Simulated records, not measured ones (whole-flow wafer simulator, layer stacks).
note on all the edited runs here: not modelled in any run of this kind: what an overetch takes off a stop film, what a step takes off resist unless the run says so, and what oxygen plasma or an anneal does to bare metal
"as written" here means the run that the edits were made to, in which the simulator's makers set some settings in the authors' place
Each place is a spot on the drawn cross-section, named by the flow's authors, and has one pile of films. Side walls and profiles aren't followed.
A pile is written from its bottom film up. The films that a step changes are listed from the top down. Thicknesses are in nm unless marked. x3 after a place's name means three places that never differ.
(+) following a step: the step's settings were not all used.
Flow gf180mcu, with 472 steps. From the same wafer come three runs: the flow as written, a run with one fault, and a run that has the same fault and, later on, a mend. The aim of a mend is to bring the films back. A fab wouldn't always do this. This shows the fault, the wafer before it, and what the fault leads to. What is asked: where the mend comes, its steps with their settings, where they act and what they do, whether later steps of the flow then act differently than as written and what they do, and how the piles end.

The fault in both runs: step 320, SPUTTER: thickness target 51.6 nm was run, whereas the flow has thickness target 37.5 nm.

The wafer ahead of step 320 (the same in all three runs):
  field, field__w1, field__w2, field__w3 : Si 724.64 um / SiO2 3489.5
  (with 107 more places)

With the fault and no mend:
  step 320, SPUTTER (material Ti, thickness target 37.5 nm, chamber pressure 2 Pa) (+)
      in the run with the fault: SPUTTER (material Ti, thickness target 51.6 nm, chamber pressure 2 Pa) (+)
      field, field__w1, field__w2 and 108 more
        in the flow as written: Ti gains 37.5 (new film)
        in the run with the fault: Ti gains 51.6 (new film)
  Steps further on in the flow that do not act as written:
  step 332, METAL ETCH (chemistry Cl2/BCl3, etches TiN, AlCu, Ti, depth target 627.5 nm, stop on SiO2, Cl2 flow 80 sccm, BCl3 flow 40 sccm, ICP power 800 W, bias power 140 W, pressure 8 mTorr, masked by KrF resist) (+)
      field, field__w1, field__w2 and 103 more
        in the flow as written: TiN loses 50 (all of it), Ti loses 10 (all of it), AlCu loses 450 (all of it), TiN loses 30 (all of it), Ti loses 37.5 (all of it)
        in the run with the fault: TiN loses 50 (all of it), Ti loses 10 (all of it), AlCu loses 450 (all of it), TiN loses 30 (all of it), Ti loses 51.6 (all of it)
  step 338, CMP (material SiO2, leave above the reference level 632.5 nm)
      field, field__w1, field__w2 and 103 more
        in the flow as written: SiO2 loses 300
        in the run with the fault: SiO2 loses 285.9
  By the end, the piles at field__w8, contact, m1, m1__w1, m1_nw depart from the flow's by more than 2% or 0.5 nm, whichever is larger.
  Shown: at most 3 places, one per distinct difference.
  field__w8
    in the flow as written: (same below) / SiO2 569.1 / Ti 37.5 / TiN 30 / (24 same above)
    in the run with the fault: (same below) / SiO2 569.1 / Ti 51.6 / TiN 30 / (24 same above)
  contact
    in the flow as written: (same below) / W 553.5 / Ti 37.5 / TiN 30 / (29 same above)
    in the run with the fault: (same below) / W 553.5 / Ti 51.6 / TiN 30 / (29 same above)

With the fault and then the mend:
  After step 320 comes the mend.
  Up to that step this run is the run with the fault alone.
  step 320a, METAL ETCH (chemistry Cl2/BCl3, etches TiN, AlCu, Ti, depth target 14.1 nm, Cl2 flow 80 sccm, BCl3 flow 40 sccm, ICP power 800 W, bias power 140 W, pressure 8 mTorr) (the flow's step 260, run once more with other settings)
      field, field__w1, field__w2 and 108 more
        Ti loses 14.1
  Later steps of the flow that are run all act as written at every place that is followed.
  By the end, the piles equal the flow's at every place that both follow.
